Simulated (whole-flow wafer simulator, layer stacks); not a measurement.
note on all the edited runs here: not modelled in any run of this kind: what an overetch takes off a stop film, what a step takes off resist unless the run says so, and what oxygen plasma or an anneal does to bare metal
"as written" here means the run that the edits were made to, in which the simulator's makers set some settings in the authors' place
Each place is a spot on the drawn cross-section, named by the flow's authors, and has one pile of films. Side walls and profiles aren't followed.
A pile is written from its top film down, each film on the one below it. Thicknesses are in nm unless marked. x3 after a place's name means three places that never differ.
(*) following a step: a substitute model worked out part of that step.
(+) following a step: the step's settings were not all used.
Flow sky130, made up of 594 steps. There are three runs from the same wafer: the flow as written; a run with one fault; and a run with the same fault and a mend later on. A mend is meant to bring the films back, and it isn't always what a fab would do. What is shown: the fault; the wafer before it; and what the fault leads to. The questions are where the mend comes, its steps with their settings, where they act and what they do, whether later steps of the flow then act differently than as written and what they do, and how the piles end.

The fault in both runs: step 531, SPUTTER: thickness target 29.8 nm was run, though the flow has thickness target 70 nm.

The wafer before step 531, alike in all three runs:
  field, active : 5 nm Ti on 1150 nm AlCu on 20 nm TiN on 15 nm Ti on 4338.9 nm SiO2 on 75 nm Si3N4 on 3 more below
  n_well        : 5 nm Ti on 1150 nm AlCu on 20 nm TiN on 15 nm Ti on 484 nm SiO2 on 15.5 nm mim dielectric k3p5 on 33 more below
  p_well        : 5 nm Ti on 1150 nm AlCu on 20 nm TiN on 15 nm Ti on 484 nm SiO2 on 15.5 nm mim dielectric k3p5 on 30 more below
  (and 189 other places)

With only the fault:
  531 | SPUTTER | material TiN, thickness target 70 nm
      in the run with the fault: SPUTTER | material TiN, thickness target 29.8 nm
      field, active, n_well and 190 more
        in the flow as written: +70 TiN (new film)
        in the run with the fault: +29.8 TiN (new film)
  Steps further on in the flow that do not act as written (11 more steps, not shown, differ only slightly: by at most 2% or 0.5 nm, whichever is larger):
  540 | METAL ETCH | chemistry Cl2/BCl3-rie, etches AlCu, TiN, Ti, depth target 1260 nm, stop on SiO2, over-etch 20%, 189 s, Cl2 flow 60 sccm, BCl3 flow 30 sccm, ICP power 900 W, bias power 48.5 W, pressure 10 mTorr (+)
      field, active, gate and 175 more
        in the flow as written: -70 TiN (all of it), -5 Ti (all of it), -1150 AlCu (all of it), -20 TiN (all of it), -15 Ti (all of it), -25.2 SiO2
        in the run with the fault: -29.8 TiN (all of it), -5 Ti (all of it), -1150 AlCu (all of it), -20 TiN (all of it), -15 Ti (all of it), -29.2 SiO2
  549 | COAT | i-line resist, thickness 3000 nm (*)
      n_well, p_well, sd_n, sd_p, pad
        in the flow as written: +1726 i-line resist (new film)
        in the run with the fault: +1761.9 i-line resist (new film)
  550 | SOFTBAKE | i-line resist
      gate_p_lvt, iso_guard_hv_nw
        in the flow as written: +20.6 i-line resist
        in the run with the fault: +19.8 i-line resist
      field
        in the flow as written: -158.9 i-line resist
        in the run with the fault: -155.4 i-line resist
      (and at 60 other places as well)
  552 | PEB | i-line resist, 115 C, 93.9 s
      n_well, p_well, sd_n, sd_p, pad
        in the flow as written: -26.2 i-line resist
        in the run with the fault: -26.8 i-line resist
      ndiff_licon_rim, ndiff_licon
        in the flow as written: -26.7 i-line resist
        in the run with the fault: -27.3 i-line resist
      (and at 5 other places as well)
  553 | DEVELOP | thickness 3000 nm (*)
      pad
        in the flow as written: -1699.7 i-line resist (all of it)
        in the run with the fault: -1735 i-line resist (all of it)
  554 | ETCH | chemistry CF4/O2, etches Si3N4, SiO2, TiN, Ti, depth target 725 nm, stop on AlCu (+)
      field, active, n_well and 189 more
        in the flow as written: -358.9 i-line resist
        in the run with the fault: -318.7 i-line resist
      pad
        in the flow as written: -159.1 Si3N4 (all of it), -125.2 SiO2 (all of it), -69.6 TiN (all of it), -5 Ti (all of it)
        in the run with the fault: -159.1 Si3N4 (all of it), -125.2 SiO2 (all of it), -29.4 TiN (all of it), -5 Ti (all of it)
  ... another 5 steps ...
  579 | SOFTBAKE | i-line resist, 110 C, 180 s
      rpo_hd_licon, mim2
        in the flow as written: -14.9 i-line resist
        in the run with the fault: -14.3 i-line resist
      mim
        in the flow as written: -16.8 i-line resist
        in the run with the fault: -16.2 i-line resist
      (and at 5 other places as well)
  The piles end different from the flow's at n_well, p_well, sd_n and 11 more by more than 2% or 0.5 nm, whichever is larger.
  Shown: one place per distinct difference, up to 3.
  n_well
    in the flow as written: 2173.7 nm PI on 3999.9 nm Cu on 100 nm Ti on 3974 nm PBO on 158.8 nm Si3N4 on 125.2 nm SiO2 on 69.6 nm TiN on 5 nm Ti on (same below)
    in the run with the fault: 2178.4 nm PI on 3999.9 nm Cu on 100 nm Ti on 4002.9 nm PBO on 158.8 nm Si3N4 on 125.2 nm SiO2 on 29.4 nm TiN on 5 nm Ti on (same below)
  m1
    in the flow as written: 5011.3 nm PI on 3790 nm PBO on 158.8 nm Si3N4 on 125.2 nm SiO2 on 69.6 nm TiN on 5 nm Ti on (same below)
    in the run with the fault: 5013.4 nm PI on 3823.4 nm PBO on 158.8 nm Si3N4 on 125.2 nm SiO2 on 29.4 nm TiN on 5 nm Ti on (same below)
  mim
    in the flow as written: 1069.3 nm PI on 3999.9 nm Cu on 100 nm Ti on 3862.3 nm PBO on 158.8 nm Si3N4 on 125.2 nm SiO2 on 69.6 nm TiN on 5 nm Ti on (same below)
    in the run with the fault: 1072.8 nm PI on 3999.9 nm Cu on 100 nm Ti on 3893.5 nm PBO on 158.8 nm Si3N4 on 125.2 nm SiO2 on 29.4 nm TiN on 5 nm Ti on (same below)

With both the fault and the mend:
  After step 531 comes the mend.
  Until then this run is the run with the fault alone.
  531a | SPUTTER | material TiN, thickness target 40.2 nm (the flow's step 531 again, with other settings)
      field, active, n_well and 190 more
        +40.2 TiN
  Later steps of the flow that are run all act as written at every place that is followed.
  By the end, the piles equal the flow's at every place that both follow.
